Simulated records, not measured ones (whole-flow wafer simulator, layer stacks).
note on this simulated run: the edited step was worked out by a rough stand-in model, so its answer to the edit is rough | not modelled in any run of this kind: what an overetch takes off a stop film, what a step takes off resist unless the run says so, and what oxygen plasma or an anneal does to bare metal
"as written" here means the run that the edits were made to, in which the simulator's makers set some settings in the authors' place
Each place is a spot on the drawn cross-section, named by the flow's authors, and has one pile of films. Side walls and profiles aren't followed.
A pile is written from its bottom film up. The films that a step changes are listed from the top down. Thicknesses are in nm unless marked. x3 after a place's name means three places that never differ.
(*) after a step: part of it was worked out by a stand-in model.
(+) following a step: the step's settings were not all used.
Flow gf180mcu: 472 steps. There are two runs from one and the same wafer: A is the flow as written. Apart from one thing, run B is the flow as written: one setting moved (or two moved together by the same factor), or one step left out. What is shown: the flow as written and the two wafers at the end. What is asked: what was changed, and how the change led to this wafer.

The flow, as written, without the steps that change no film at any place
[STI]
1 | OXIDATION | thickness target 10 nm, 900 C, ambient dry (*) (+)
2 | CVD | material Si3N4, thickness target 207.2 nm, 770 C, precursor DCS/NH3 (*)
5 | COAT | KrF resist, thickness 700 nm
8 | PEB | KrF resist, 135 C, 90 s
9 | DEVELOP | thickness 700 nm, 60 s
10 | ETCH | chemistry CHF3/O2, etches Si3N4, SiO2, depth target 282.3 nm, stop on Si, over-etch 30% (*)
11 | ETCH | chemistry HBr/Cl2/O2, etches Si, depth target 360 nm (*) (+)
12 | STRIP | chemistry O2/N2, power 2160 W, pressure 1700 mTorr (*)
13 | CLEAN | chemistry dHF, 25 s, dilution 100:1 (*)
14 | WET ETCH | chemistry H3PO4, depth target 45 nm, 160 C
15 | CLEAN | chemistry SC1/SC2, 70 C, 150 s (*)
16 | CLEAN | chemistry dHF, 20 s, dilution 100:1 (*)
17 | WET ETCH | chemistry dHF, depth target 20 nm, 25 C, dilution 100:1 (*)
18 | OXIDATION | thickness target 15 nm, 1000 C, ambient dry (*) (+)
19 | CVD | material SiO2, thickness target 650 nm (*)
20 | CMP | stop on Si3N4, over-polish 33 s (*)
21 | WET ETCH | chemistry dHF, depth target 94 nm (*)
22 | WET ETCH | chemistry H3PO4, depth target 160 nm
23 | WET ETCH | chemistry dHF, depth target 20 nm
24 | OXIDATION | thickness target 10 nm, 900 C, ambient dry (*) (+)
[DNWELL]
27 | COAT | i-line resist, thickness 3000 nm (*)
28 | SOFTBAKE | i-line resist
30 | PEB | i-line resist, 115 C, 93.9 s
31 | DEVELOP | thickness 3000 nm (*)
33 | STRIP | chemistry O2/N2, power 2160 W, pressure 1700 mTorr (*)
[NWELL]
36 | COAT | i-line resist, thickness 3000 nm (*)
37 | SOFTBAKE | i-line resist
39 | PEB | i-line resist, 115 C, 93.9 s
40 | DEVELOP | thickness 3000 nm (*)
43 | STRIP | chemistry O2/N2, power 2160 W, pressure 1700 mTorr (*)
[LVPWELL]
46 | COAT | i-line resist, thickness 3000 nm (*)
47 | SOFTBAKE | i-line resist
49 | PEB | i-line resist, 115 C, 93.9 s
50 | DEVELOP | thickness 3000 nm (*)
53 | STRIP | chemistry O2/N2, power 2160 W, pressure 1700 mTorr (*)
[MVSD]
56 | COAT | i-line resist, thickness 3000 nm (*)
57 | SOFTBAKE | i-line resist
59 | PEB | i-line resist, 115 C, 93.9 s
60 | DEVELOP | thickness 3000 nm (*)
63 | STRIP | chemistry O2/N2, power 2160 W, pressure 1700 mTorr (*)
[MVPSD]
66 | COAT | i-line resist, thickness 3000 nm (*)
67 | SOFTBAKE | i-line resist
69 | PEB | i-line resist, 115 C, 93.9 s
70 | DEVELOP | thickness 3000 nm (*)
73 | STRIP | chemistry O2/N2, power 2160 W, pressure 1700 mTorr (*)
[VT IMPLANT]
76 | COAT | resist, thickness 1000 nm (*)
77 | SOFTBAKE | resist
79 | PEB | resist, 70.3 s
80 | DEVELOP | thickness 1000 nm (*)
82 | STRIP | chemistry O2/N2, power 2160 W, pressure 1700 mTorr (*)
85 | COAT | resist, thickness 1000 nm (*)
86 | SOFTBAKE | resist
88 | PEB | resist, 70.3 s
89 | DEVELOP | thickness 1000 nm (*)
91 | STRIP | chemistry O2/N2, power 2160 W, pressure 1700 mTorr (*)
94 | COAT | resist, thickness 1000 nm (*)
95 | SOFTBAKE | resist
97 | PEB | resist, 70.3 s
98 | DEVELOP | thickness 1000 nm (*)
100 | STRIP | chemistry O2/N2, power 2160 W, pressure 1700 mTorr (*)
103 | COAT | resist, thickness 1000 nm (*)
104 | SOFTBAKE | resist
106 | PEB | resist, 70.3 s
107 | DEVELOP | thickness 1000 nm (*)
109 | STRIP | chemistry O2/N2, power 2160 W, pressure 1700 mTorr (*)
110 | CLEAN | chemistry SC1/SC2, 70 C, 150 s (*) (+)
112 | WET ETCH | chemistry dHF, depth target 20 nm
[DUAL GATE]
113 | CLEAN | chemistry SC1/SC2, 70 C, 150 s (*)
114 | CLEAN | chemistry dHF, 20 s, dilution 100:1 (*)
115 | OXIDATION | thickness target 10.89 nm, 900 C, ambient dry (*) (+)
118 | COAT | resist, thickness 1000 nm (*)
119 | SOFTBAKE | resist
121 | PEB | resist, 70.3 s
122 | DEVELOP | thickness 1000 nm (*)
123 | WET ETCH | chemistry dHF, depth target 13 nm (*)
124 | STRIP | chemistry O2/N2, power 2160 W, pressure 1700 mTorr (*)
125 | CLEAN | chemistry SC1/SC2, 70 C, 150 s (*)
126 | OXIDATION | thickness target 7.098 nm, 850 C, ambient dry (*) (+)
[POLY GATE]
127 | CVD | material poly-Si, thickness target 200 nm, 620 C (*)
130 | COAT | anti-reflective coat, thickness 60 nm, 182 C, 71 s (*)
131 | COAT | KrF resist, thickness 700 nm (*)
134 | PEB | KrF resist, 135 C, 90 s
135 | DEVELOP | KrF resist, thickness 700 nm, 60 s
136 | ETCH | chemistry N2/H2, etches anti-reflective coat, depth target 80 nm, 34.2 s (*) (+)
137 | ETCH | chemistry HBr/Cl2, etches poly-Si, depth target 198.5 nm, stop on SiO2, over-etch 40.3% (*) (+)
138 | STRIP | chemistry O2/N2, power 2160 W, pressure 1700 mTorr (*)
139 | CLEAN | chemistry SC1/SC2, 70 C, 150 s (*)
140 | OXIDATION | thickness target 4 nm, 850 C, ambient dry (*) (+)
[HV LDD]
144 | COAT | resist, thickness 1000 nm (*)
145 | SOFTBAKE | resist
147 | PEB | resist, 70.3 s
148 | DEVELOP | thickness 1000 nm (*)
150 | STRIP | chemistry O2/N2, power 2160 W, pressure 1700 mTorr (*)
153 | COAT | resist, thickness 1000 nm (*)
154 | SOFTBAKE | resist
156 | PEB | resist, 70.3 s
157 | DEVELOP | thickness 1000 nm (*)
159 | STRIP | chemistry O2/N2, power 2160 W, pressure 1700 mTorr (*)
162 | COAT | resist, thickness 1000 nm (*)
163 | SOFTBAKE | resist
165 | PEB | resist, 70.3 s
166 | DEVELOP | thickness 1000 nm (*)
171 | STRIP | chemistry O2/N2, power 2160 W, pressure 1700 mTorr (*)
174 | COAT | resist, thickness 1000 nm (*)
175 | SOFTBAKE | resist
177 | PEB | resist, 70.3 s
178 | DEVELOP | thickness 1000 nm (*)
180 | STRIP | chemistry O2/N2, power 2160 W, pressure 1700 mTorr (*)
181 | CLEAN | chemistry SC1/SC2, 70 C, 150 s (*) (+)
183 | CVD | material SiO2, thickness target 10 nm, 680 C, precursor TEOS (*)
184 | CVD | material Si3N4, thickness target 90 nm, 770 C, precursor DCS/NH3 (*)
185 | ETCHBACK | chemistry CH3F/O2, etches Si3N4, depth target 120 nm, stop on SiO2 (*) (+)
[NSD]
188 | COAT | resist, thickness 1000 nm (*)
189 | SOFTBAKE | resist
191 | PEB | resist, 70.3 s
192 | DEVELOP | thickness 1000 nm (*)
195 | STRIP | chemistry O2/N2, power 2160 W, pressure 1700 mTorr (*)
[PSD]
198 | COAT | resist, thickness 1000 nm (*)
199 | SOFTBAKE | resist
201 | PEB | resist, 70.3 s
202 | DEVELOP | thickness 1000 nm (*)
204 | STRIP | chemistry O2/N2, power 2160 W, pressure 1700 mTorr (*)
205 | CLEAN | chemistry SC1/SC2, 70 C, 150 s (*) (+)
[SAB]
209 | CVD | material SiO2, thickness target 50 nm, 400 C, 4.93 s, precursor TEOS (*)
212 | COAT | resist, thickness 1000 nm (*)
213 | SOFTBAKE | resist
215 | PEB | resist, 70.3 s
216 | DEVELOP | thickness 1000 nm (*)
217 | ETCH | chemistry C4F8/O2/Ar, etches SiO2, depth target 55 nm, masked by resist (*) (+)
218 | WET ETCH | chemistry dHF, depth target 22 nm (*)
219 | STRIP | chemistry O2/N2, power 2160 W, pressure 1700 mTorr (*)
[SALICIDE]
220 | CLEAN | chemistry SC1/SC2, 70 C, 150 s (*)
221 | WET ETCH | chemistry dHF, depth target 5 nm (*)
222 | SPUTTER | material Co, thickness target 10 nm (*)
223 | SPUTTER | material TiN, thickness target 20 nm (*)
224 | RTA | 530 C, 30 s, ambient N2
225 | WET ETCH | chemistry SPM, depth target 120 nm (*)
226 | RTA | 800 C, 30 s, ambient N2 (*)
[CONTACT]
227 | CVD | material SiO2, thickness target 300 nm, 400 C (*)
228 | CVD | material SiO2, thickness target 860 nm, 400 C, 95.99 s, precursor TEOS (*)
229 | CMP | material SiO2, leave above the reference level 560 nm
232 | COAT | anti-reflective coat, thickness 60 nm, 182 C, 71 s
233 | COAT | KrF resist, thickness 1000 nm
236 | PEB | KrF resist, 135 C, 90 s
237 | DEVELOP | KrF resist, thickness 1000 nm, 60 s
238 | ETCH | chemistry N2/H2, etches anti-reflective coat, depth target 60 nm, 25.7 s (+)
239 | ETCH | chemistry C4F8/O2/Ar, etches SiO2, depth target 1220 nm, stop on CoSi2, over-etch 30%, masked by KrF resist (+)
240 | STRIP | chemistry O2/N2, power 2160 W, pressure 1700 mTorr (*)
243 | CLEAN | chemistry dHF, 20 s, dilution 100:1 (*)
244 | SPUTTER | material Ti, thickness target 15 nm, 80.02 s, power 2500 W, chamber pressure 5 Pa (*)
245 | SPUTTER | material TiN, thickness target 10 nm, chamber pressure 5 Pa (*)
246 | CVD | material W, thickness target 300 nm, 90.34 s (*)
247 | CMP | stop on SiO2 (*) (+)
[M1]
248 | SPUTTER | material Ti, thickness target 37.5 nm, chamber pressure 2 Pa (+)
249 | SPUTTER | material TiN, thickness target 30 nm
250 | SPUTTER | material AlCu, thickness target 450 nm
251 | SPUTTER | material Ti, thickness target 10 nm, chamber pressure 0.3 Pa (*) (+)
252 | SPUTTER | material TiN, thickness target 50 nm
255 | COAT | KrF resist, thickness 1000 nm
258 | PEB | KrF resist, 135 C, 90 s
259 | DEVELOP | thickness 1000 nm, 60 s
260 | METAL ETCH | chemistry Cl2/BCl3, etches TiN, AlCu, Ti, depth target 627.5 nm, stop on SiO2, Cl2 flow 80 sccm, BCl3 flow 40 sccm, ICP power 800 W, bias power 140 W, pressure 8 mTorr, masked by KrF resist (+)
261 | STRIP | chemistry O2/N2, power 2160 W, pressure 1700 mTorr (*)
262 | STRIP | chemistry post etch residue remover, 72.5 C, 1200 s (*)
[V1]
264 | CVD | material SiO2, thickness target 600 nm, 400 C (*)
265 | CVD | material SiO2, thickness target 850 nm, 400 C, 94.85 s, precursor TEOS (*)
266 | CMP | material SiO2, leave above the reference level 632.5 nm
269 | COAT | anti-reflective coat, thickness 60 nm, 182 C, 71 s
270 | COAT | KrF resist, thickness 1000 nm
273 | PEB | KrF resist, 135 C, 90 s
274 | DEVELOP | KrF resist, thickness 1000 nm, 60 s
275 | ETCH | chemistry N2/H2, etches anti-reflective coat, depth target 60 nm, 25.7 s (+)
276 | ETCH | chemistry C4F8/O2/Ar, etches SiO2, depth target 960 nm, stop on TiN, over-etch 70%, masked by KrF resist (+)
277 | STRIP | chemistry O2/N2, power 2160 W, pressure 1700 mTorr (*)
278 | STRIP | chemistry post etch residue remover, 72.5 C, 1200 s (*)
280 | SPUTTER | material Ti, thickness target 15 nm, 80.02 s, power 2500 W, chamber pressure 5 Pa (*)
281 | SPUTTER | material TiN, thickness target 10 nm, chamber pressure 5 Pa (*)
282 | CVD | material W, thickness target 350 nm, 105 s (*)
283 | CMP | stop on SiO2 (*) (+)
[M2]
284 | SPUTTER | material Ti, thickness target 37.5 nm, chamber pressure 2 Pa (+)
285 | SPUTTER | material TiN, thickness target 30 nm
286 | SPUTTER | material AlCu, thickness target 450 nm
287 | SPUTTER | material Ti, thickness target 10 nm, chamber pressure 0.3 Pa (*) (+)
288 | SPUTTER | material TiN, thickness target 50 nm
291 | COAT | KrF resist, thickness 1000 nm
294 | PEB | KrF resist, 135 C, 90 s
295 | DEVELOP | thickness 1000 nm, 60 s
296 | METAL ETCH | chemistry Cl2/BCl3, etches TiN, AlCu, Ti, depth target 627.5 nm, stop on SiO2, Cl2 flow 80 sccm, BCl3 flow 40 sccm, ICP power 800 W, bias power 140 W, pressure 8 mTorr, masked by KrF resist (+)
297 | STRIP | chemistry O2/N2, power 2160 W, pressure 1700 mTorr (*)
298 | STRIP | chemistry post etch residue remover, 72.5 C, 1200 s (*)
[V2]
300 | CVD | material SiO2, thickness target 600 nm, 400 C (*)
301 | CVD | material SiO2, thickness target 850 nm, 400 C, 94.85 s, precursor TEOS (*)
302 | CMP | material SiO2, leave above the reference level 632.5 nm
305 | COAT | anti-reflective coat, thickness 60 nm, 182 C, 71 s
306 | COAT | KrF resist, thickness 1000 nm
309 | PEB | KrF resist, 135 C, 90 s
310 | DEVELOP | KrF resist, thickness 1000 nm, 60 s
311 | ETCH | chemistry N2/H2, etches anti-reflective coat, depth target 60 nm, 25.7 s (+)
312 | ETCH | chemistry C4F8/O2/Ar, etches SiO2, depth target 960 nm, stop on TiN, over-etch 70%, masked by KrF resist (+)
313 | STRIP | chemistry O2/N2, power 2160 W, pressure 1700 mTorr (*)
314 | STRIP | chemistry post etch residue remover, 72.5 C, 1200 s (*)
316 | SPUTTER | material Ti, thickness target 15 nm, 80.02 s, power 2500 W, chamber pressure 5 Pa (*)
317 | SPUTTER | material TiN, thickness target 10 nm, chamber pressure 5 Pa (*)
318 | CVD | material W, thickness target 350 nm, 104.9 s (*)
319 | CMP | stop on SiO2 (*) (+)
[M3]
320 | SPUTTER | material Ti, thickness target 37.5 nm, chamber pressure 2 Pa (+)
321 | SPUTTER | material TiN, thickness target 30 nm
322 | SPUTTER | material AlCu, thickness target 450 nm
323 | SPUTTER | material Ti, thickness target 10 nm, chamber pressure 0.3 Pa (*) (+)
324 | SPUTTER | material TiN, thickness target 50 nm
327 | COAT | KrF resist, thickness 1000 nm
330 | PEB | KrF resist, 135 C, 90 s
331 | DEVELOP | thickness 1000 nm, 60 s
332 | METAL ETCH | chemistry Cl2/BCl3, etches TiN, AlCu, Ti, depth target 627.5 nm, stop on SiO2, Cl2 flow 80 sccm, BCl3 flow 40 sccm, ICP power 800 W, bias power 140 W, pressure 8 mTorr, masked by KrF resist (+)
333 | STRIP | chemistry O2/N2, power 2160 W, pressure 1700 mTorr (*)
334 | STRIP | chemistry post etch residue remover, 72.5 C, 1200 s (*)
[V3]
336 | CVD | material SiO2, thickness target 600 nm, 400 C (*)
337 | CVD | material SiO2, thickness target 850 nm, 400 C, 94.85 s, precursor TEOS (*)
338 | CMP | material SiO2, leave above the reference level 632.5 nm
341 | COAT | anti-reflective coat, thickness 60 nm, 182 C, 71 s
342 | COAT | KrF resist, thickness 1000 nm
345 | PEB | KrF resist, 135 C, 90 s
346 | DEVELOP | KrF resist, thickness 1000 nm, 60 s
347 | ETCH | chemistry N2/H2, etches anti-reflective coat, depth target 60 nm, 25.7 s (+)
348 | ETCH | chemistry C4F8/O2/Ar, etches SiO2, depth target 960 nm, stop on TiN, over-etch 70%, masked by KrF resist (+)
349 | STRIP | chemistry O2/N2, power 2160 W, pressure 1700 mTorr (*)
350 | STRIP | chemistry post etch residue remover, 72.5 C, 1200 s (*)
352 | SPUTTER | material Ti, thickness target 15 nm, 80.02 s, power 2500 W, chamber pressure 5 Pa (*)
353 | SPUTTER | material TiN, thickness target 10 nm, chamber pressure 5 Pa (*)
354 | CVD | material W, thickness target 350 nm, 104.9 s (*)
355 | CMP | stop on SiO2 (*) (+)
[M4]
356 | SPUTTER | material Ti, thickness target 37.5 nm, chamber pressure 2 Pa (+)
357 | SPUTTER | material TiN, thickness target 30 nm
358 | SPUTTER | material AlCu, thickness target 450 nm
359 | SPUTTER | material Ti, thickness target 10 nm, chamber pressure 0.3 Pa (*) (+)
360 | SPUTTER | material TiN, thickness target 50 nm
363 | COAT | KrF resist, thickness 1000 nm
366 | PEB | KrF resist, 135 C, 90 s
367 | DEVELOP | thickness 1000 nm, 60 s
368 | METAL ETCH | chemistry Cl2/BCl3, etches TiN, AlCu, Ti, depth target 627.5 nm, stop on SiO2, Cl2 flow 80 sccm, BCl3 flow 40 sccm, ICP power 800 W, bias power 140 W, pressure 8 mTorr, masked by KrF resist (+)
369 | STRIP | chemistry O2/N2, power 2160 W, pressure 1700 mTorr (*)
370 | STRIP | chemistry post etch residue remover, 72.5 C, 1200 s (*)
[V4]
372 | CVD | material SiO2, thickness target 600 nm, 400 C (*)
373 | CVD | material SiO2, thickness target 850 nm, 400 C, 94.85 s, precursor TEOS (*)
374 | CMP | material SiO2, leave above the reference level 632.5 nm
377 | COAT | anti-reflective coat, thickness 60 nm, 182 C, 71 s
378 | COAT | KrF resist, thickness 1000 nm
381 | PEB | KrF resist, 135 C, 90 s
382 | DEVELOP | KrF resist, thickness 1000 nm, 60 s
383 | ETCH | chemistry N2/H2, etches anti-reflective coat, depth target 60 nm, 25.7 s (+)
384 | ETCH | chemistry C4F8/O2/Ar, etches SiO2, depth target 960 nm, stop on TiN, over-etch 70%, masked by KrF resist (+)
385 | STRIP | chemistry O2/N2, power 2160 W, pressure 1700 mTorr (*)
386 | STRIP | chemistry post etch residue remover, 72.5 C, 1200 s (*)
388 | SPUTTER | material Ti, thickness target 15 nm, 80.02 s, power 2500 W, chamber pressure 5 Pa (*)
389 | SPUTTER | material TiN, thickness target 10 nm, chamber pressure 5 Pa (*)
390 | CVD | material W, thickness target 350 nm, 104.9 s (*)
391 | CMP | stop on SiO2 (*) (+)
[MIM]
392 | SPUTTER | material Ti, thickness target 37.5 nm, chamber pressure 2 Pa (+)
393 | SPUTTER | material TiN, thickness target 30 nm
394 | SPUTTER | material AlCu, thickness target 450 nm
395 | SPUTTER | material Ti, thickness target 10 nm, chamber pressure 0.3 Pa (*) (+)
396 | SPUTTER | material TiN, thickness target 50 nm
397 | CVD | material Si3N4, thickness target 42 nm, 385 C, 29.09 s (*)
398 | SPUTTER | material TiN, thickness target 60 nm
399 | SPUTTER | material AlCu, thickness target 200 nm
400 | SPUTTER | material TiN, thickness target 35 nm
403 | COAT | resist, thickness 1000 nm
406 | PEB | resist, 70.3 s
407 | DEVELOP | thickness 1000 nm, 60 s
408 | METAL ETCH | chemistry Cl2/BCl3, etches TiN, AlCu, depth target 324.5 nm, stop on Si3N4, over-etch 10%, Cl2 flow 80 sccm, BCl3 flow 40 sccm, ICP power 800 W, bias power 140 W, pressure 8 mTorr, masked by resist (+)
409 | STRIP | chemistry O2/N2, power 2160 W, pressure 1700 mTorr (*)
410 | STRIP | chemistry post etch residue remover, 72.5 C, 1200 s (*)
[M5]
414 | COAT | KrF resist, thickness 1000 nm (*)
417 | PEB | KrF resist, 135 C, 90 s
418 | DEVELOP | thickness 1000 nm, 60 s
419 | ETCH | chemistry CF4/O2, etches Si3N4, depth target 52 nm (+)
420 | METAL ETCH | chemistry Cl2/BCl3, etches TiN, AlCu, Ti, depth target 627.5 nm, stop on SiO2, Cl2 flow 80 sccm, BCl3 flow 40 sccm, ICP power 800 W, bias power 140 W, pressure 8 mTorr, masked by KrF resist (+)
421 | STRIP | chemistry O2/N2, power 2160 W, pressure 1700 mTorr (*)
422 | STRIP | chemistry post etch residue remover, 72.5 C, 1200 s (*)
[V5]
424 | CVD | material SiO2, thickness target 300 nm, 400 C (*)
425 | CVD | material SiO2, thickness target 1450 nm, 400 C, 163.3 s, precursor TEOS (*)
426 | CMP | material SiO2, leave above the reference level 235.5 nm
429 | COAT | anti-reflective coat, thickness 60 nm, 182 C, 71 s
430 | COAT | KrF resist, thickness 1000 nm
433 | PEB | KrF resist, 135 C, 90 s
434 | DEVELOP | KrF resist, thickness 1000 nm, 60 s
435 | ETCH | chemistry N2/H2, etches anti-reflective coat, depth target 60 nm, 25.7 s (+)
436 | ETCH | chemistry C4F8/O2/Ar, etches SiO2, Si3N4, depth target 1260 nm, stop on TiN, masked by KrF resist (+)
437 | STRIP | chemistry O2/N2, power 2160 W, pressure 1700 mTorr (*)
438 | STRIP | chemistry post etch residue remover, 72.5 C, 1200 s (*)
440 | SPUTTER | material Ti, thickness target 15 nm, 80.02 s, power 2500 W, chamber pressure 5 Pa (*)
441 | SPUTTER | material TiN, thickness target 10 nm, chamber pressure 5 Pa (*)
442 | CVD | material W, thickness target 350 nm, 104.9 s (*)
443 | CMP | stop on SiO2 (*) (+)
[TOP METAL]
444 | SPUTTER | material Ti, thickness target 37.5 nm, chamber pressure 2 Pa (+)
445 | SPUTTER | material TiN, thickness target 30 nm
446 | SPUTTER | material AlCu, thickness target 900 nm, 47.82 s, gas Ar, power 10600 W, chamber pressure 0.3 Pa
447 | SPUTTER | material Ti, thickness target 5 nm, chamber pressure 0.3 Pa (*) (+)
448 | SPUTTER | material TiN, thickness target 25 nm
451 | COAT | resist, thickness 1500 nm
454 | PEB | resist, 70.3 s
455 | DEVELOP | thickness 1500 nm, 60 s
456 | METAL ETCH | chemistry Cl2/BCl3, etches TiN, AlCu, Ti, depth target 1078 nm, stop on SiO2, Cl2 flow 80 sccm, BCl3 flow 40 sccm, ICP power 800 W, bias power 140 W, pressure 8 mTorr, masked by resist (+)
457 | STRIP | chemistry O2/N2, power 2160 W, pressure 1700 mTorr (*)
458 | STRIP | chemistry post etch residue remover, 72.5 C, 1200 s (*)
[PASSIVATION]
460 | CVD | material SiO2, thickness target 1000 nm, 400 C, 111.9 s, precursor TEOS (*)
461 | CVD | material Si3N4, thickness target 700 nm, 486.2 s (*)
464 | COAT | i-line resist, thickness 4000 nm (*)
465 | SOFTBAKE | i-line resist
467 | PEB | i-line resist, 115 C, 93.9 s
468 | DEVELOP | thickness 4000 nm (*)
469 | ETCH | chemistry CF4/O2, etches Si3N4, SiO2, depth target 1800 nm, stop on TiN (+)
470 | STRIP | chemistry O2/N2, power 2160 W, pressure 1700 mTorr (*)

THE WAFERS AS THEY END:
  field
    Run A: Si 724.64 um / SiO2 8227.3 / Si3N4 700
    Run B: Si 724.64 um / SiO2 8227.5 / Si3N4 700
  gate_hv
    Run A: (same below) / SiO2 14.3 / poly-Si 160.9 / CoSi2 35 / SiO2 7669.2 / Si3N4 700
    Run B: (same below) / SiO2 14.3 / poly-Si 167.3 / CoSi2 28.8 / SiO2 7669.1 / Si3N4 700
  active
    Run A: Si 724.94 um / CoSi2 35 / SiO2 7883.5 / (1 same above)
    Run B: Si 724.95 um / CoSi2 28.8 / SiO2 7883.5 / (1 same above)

The reason: step 222, SPUTTER: thickness target 8.25 nm was run, whereas the flow has thickness target 10 nm.

The path from the change to this, step by step:
  222 | SPUTTER | material Co, thickness target 10 nm (*)
      field, field__w7, field__w8 and 71 more: A +10 Co (new film) | B +8.25 Co (new film)
      field__w2, mim: A +8.65 Co (new film) | B +7.14 Co (new film)
      (also at 35 further places)
  224 | RTA | 530 C, 30 s, ambient N2
      gate, gate_hv, gate_p and 22 more: A under 1 film: +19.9 CoSi (new film), -10 Co (all of it), -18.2 poly-Si | B under 1 film: +16.4 CoSi (new film), -8.25 Co (all of it), -15 poly-Si
      active, p_well, sd_n and 11 more: A under 1 film: +19.9 CoSi (new film), -10 Co (all of it), -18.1 Si | B under 1 film: +16.4 CoSi (new film), -8.25 Co (all of it), -15 Si
      (also at 10 further places)
  225 | WET ETCH | chemistry SPM, depth target 120 nm (*)
      field, field__w7, field__w8 and 32 more: A -20 TiN (all of it), -10 Co (all of it) | B -20 TiN (all of it), -8.25 Co (all of it)
      field__w9, nw_enc_fld_lv__w3: A -19.1 TiN (all of it), -9.6 Co (all of it) | B -19.1 TiN (all of it), -7.92 Co (all of it)
      (also at 25 further places)
  226 | RTA | 800 C, 30 s, ambient N2 (*)
      gate, gate_hv, gate_p and 22 more: A +35 CoSi2 (new film), -19.9 CoSi (all of it), -18.2 poly-Si | B +28.8 CoSi2 (new film), -16.4 CoSi (all of it), -15 poly-Si
      active, p_well, sd_n and 11 more: A +35 CoSi2 (new film), -19.9 CoSi (all of it), -18.1 Si | B +28.8 CoSi2 (new film), -16.4 CoSi (all of it), -15 Si
      (also at 10 further places)
